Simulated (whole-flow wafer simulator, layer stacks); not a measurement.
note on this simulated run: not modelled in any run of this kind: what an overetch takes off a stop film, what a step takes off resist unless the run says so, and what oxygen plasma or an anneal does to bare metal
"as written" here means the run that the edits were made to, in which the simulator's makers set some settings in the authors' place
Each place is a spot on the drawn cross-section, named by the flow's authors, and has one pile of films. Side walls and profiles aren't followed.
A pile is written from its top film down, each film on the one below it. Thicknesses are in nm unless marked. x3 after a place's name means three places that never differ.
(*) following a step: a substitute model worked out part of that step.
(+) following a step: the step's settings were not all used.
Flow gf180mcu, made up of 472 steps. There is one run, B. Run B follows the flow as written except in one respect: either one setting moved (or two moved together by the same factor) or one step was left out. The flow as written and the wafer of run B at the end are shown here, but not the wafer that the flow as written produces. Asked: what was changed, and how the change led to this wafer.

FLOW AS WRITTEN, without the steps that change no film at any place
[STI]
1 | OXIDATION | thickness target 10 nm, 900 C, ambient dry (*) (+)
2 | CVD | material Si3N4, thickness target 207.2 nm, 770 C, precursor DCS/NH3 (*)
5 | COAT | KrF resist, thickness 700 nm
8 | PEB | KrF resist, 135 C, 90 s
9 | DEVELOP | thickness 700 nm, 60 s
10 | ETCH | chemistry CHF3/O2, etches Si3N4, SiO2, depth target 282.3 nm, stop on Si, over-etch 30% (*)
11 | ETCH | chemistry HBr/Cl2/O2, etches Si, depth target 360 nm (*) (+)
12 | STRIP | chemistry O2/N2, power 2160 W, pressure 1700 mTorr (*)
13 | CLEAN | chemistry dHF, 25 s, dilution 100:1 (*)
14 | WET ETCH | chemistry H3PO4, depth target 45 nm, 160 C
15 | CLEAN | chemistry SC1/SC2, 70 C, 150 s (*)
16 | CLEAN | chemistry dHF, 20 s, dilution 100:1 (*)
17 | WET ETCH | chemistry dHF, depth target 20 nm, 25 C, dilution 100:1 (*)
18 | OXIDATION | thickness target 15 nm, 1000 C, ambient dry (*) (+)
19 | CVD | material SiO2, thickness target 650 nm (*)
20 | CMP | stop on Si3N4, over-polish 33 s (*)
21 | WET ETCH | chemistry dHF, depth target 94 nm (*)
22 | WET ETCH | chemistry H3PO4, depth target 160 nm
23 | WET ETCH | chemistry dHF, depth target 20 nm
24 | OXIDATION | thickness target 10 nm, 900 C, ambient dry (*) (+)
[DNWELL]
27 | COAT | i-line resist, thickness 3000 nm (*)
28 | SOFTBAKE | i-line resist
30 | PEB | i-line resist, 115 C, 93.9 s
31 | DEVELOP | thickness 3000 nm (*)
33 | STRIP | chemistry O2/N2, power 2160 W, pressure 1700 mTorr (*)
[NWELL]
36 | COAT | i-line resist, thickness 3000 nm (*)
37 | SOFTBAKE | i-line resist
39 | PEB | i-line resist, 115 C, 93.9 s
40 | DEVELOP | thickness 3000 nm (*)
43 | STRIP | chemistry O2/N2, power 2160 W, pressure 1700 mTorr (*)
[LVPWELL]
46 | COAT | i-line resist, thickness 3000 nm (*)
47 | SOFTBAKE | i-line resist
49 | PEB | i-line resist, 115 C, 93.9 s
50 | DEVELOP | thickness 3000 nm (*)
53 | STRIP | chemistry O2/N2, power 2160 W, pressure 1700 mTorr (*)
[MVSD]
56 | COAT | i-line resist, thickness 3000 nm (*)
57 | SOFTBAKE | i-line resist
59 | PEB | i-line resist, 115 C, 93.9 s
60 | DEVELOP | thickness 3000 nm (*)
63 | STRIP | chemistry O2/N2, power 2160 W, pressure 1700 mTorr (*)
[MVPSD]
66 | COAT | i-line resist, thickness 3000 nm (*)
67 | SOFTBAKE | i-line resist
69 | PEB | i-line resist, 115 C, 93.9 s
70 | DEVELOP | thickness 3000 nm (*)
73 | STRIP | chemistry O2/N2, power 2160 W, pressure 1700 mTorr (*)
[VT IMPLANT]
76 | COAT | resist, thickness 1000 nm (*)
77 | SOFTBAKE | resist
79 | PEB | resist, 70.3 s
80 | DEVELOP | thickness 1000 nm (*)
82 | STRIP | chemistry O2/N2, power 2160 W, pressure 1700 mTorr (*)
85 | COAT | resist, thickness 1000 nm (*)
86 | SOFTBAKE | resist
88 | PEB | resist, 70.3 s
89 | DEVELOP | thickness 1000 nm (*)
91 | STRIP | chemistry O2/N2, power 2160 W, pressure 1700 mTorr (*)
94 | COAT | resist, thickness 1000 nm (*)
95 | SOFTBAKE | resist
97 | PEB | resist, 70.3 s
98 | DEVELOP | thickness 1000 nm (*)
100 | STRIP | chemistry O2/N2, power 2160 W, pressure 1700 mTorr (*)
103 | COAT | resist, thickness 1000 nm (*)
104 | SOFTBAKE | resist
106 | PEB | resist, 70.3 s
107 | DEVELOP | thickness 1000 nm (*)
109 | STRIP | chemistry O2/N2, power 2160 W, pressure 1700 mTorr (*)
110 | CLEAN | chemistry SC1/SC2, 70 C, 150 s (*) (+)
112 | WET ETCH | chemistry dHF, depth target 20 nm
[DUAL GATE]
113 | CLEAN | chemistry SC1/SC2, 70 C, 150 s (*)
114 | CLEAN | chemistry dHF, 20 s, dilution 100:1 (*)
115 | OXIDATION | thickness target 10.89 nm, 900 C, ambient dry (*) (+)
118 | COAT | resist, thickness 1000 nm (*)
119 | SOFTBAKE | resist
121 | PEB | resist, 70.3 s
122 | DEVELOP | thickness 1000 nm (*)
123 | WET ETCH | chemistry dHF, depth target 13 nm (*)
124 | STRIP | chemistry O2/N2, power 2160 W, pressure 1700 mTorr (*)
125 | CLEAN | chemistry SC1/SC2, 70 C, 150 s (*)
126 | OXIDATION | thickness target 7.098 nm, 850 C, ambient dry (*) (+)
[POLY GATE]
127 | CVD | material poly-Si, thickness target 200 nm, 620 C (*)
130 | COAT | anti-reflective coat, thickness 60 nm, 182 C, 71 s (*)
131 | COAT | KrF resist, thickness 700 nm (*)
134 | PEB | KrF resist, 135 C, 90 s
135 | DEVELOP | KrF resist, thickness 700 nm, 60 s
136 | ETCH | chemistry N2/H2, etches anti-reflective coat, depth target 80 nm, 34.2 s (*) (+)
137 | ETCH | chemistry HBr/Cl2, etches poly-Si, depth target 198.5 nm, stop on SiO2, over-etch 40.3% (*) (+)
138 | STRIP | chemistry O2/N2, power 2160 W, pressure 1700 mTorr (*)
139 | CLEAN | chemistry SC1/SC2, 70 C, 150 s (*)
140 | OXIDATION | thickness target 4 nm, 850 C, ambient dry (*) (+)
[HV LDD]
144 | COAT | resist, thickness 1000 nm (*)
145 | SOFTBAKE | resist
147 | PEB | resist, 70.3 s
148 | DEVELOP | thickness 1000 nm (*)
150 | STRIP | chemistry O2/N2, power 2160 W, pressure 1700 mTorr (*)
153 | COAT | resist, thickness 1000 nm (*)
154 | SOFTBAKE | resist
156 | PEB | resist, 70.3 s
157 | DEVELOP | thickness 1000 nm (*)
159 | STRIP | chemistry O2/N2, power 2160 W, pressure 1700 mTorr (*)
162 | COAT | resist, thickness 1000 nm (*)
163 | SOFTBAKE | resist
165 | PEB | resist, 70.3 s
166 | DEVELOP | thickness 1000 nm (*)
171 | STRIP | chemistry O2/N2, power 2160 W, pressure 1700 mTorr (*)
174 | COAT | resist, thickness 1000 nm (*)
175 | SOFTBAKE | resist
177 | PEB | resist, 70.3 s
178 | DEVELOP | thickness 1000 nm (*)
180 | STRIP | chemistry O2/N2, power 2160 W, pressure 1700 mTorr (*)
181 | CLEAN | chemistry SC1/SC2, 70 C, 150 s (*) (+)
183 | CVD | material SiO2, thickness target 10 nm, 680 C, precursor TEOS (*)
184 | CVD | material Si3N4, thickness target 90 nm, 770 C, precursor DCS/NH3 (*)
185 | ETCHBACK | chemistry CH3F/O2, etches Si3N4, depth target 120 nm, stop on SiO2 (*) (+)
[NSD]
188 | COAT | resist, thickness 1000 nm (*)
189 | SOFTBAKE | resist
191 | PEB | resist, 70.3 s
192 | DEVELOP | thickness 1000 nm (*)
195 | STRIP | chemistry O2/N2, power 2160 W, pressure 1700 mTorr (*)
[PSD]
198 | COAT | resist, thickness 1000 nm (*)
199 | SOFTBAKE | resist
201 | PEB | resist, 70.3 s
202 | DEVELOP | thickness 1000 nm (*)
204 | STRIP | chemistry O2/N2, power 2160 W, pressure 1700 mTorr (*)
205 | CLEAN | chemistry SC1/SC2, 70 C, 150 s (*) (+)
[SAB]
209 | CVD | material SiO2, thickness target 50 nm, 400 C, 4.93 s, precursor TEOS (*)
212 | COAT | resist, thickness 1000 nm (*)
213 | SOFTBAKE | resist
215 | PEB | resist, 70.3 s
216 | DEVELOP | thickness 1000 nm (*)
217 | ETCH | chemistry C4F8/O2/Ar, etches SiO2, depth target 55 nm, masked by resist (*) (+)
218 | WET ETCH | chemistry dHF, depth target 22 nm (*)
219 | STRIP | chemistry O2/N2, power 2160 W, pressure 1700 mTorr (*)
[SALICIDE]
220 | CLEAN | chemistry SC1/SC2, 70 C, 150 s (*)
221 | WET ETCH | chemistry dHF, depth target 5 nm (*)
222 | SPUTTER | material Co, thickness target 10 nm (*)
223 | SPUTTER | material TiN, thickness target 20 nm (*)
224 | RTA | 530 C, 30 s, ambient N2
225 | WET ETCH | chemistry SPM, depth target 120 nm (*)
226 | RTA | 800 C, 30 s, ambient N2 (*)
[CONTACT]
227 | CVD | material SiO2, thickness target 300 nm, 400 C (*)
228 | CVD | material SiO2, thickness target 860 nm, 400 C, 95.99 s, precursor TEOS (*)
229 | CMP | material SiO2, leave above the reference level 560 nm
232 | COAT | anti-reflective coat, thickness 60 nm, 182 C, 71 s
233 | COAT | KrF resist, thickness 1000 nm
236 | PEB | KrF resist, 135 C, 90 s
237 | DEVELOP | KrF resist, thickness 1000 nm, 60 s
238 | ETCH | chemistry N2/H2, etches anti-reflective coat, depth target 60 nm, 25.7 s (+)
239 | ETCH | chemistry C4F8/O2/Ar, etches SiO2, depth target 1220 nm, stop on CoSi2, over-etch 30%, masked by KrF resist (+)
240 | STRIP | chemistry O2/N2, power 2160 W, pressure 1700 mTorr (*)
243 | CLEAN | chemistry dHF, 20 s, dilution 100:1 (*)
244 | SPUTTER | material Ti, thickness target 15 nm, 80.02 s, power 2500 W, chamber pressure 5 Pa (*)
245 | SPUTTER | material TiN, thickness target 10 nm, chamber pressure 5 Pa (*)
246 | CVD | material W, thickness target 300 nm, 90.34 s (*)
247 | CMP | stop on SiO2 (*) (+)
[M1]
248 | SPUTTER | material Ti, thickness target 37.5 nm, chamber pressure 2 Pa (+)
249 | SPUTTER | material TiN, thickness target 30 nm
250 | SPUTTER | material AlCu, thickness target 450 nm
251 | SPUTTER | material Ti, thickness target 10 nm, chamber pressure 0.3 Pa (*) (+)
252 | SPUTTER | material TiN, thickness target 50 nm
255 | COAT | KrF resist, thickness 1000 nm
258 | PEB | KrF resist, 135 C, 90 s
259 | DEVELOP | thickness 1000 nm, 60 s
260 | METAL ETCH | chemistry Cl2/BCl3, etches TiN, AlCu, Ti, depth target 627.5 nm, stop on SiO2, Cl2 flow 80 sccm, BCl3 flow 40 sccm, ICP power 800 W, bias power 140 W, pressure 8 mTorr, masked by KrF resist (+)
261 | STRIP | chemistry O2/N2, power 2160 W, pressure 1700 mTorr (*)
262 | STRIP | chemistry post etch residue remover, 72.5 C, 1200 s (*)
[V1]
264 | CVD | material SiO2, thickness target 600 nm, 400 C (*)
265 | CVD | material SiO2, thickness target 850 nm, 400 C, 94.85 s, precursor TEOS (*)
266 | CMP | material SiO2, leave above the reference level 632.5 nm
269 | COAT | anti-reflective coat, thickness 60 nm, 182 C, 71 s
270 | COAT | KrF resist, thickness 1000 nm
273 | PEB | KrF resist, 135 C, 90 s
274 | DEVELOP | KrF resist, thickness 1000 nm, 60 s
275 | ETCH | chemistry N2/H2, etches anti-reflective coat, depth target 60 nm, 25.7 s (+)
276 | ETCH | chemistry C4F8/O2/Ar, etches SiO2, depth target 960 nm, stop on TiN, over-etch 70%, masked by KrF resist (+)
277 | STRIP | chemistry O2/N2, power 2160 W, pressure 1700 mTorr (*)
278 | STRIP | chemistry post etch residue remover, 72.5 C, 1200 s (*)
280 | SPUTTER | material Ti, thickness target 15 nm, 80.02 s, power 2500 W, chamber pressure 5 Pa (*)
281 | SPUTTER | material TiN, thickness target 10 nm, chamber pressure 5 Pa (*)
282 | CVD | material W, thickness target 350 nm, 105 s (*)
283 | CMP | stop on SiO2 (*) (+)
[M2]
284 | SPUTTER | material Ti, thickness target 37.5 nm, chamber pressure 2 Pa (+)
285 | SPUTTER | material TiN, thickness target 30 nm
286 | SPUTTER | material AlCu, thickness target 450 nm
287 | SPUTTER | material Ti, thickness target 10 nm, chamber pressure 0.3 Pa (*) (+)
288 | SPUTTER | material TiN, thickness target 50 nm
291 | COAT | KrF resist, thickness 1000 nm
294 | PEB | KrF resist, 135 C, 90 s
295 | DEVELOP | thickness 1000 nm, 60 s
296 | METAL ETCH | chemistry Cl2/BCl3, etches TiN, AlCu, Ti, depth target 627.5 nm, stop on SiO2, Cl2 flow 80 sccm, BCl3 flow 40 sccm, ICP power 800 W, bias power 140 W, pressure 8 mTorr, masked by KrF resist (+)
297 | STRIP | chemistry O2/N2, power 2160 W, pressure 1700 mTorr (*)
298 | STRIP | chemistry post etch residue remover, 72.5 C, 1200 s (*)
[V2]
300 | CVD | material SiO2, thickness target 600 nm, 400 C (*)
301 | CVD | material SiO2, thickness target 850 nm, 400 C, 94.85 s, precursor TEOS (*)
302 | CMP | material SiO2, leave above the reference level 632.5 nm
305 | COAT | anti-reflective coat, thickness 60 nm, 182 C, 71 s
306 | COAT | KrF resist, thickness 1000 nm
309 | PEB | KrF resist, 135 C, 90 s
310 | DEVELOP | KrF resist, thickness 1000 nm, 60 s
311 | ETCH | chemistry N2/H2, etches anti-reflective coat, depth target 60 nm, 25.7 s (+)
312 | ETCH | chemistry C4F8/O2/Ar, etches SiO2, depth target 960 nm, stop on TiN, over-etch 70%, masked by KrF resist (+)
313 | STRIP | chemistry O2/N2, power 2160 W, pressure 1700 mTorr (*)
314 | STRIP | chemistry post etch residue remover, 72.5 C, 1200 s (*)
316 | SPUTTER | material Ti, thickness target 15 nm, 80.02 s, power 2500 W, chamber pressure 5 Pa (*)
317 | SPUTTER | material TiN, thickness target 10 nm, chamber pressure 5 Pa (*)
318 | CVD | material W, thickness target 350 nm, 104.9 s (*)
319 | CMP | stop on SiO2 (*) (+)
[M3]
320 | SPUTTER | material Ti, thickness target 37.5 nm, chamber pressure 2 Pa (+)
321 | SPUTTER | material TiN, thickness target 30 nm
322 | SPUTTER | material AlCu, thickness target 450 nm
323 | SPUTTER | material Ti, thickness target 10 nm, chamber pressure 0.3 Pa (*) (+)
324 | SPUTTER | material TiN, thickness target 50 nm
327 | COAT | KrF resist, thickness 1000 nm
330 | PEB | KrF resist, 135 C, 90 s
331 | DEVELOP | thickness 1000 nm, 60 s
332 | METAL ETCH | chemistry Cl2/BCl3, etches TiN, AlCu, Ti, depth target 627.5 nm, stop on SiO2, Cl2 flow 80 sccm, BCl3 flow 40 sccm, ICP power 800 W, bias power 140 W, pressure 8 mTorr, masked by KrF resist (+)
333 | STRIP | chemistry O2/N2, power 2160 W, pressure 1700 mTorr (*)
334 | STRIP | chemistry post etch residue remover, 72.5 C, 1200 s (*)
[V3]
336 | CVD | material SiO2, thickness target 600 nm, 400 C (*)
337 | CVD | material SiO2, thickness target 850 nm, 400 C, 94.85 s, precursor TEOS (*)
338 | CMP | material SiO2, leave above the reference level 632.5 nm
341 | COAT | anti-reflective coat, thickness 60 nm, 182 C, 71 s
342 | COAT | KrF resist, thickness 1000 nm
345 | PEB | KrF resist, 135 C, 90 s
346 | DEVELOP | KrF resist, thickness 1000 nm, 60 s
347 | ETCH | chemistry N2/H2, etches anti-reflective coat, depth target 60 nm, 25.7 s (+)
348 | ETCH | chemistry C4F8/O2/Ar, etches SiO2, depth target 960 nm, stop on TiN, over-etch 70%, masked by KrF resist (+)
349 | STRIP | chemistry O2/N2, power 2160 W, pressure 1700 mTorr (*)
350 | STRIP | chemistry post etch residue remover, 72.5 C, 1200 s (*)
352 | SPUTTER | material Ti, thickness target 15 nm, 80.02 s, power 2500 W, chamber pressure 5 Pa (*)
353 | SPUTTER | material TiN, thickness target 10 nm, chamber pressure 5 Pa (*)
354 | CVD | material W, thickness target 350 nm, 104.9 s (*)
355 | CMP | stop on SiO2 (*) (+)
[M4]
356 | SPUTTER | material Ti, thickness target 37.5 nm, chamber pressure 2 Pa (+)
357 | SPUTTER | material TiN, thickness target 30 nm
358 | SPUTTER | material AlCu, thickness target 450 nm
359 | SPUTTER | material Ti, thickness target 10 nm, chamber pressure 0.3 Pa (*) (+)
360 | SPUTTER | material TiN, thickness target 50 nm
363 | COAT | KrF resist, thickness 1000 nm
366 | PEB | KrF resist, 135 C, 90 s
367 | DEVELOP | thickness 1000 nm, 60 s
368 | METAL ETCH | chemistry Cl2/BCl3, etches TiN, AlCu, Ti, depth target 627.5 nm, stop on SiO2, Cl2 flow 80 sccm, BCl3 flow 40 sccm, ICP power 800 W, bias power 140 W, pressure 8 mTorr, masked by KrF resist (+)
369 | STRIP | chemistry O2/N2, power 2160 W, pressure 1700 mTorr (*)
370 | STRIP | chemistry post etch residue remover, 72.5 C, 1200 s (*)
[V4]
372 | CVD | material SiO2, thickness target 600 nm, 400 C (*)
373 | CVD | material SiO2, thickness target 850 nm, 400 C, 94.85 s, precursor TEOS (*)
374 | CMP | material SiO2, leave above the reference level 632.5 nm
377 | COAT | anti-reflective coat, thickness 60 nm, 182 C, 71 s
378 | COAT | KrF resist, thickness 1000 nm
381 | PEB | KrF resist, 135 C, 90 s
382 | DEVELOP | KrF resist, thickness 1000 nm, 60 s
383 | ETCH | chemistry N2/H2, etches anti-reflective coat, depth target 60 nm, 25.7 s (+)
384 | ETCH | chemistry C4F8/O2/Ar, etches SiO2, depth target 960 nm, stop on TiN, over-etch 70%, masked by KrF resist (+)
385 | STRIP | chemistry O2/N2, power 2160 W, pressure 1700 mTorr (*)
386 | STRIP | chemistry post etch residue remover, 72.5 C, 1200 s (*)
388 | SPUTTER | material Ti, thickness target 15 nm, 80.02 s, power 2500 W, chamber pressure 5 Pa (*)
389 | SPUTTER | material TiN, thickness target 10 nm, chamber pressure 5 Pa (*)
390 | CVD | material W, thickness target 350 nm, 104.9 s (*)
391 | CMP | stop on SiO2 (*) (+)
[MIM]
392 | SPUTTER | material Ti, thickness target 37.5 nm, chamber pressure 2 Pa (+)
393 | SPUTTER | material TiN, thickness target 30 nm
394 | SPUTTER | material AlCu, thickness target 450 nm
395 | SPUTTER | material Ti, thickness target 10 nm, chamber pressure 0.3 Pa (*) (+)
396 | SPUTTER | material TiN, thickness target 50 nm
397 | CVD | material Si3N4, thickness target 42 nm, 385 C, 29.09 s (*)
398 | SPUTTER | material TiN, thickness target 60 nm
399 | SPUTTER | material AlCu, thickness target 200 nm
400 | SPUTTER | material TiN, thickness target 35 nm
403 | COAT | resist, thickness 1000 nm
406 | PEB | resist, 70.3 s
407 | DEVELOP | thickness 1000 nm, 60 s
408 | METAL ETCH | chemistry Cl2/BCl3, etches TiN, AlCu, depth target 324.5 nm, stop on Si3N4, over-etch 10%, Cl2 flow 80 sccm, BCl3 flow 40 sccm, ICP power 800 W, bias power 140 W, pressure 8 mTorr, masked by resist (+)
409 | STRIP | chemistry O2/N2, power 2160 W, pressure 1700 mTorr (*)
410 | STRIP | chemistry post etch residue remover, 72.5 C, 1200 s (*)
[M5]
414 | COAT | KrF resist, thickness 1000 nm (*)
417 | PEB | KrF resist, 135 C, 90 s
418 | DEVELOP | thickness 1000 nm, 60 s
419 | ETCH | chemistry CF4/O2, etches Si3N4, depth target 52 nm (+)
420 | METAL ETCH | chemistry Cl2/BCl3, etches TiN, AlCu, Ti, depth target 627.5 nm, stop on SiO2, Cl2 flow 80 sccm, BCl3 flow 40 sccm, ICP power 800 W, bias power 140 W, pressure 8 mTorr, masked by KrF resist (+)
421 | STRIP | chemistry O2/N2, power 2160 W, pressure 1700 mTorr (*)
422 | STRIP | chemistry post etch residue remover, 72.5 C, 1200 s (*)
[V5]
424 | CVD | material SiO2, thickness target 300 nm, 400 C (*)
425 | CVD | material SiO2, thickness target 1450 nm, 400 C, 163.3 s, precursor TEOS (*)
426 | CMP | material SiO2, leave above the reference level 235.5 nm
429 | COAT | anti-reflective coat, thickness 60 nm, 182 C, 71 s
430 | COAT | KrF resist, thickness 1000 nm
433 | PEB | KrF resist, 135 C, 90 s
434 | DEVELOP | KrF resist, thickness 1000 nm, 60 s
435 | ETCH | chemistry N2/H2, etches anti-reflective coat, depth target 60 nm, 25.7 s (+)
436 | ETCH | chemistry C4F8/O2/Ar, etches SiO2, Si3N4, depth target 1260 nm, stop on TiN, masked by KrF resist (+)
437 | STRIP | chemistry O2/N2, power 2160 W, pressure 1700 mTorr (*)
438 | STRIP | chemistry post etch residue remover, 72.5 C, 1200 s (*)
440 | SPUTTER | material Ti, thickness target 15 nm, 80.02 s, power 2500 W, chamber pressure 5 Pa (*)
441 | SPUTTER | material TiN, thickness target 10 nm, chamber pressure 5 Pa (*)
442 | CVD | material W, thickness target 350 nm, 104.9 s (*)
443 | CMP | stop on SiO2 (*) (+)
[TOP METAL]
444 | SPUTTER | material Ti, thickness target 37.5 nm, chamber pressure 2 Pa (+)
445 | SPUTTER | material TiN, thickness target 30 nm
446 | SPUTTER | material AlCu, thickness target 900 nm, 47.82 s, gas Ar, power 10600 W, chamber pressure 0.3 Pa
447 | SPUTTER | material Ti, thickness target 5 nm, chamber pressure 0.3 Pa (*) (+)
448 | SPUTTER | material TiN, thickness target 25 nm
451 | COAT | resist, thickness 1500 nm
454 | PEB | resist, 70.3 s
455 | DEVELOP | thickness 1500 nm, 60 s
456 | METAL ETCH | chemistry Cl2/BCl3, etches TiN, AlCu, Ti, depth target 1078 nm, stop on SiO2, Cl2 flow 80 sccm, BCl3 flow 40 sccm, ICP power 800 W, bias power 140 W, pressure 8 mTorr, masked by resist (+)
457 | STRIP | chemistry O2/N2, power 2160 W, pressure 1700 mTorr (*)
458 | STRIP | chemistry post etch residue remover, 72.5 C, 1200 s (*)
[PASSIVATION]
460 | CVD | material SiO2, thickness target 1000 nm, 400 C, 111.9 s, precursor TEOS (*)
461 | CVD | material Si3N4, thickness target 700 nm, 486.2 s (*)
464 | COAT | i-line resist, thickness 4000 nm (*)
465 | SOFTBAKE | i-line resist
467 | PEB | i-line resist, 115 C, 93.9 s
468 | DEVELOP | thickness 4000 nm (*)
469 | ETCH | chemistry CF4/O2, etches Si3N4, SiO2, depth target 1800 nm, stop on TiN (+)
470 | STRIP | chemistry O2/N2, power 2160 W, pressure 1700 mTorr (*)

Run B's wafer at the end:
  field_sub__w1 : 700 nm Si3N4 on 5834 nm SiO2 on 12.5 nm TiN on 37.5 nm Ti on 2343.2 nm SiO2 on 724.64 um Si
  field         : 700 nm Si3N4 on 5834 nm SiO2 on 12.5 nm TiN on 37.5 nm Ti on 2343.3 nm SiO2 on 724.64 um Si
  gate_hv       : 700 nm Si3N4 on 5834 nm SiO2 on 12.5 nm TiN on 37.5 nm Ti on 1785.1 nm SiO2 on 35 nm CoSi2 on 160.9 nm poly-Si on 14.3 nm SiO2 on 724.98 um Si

What caused this: step 296, METAL ETCH: depth target 527.1 nm was run, though the flow has depth target 627.5 nm.

Step by step, how the change led to this:
  296 | METAL ETCH | chemistry Cl2/BCl3, etches TiN, AlCu, Ti, depth target 627.5 nm, stop on SiO2, Cl2 flow 80 sccm, BCl3 flow 40 sccm, ICP power 800 W, bias power 140 W, pressure 8 mTorr, masked by KrF resist (+)
      field, field__w1, field__w2 and 103 more: -50 TiN (all of it), -10 Ti (all of it), -450 AlCu (all of it), -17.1 TiN (as written it would have been: -50 TiN (all of it), -10 Ti (all of it), -450 AlCu (all of it), -30 TiN (all of it), -37.5 Ti (all of it))
      field__w8, contact, m1, m1__w1, m1_nw: -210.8 KrF resist (as written it would have been: -251 KrF resist)
  297 | STRIP | chemistry O2/N2, power 2160 W, pressure 1700 mTorr (*)
      field__w8, contact, m1, m1__w1, m1_nw: -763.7 KrF resist (all of it) (as written it would have been: -723.5 KrF resist (all of it))
  300 | CVD | material SiO2, thickness target 600 nm, 400 C (*)
      field, field__w1, field__w2 and 103 more: +600 SiO2 (new film) (as written it would have been: +600 SiO2)
  302 | CMP | material SiO2, leave above the reference level 632.5 nm
      field, field__w1, field__w2 and 103 more: -350 SiO2 (as written it would have been: -300 SiO2)
If metal films that touch count as one body, field_sub__w1 has 1 body; the flow as written gives 0 bodies.
If metal films that touch count as one body, field has 1 body; the flow as written gives 0 bodies.
If metal films that touch count as one body, gate_hv has 2 bodies (between them, from the top down: SiO2 1785.1); the flow as written gives 1 body.
